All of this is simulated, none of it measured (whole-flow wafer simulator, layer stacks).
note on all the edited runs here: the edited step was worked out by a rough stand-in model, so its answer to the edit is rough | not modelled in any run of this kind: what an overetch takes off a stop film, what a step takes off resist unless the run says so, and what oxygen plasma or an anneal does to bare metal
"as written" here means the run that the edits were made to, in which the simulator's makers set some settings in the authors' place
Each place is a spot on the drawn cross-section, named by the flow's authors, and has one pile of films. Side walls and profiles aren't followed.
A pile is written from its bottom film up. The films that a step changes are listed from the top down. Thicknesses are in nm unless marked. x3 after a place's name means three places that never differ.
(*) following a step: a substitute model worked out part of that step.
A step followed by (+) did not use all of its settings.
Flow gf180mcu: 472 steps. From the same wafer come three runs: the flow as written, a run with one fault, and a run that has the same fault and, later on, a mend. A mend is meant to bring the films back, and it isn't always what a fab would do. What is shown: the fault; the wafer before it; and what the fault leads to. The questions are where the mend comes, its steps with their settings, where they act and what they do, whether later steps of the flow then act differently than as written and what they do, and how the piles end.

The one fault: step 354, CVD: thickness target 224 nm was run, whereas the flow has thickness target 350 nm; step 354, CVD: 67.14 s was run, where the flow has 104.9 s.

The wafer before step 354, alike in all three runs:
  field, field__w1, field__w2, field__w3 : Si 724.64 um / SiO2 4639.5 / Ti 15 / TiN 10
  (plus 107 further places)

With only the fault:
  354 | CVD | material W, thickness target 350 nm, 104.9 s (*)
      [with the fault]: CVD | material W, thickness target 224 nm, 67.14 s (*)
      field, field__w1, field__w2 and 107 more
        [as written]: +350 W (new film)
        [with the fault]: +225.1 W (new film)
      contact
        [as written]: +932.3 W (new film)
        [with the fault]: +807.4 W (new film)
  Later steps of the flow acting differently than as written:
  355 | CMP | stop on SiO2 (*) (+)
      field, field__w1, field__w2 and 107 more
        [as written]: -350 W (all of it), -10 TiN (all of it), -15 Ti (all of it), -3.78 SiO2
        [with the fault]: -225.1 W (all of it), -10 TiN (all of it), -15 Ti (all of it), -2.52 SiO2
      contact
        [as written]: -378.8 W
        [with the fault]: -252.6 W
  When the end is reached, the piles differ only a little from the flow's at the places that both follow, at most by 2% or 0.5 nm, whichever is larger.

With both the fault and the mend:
  The mend follows step 354.
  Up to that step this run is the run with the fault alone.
  354a | CVD | material W, thickness target 126 nm, 37.77 s (the flow's step 354 again, with other settings)
      field, field__w1, field__w2 and 108 more
        +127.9 W
  None of the later steps of the flow differs from how it acts as written, at any place that is followed, by more than 2% or 0.5 nm, whichever is larger.
  When the end is reached, the piles differ only a little from the flow's at the places that both follow, at most by 2% or 0.5 nm, whichever is larger.
